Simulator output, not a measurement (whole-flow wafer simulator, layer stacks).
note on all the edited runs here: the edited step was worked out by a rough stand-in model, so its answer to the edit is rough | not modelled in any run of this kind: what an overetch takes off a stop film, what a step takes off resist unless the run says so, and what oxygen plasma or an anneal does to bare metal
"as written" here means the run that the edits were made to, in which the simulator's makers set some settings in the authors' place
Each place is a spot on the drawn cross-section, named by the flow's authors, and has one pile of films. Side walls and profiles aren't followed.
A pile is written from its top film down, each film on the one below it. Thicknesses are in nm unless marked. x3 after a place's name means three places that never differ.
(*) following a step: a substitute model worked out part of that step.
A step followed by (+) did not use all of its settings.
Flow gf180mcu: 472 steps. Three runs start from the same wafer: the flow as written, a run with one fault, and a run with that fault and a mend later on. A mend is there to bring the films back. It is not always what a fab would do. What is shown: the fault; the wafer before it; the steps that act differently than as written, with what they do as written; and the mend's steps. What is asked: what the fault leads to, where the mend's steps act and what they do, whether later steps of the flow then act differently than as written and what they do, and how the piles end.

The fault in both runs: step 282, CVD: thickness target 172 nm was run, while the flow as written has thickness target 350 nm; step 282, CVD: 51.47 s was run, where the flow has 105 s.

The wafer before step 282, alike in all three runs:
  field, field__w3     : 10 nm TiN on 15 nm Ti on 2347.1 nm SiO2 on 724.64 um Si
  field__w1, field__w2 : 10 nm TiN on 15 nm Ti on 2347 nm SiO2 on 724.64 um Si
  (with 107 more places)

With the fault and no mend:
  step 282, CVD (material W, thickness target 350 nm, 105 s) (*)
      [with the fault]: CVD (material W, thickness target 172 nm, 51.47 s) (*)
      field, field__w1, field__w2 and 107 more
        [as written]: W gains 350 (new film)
        [with the fault]: W gains 172.8 (new film)
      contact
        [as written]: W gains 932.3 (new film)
        [with the fault]: W gains 755.1 (new film)
  Steps further on in the flow that do not act as written:
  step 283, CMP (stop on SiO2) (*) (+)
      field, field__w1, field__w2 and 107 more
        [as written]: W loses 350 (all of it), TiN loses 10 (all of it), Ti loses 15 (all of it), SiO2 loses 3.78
        [with the fault]: W loses 172.8 (all of it), TiN loses 10 (all of it), Ti loses 15 (all of it), SiO2 loses 2
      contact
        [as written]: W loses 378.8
        [with the fault]: W loses 199.8
  At the end the piles are close to the flow's at the places that both follow, differing by at most 2% or 0.5 nm, whichever is larger.

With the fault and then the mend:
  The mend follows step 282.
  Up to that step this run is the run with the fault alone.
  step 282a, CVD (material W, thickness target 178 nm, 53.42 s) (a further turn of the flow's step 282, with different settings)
      field, field__w1, field__w2 and 108 more
        W gains 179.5
  Every later step of the flow that is run acts as written, at every place that is followed, to within 2% or 0.5 nm, whichever is larger.
  At the end the piles are close to the flow's at the places that both follow, differing by at most 2% or 0.5 nm, whichever is larger.
